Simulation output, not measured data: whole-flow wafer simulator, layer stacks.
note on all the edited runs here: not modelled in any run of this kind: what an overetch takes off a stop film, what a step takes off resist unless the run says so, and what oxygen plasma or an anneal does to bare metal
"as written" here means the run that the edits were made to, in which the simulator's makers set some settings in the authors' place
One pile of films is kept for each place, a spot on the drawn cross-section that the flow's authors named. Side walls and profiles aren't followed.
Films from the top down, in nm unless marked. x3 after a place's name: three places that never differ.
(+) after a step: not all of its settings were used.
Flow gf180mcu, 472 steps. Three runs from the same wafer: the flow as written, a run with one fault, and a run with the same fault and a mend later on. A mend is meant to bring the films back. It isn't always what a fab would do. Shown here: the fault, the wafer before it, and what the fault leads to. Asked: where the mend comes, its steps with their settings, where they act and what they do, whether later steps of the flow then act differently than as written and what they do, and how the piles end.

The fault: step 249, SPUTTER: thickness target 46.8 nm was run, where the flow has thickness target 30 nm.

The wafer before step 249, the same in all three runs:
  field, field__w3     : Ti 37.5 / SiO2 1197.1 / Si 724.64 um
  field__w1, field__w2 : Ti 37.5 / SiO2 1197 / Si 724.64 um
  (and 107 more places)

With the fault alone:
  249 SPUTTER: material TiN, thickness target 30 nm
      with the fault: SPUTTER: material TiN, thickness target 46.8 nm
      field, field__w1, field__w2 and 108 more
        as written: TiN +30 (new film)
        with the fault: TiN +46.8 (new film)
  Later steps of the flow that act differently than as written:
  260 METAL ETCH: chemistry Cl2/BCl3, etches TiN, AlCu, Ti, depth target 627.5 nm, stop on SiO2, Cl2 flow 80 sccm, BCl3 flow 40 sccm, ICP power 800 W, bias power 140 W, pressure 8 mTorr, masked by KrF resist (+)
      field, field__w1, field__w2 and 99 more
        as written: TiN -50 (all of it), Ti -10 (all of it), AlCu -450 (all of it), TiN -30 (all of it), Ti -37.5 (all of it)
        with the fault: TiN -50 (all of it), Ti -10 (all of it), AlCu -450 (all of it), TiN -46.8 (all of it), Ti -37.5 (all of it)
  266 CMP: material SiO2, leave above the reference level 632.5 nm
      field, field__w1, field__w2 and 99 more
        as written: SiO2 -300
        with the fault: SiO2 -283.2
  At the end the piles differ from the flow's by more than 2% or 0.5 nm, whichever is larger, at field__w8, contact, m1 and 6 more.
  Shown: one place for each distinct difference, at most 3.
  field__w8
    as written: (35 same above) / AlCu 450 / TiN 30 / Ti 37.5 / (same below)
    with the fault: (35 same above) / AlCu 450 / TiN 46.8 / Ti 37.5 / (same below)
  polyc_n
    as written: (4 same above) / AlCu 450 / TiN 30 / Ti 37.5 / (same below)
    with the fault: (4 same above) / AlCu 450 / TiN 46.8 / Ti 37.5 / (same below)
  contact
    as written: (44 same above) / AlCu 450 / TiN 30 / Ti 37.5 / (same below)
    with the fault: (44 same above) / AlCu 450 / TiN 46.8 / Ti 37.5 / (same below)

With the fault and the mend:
  The mend comes after step 249.
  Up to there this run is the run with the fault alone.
  249a METAL ETCH: chemistry Cl2/BCl3, etches TiN, AlCu, Ti, depth target 16.8 nm, Cl2 flow 80 sccm, BCl3 flow 40 sccm, ICP power 800 W, bias power 140 W, pressure 8 mTorr
      field, field__w1, field__w2 and 108 more
        TiN -16.8
  No later step of the flow acts differently than as written at any place that is followed.
  At the end the piles are the same as the flow's at every place that both follow.
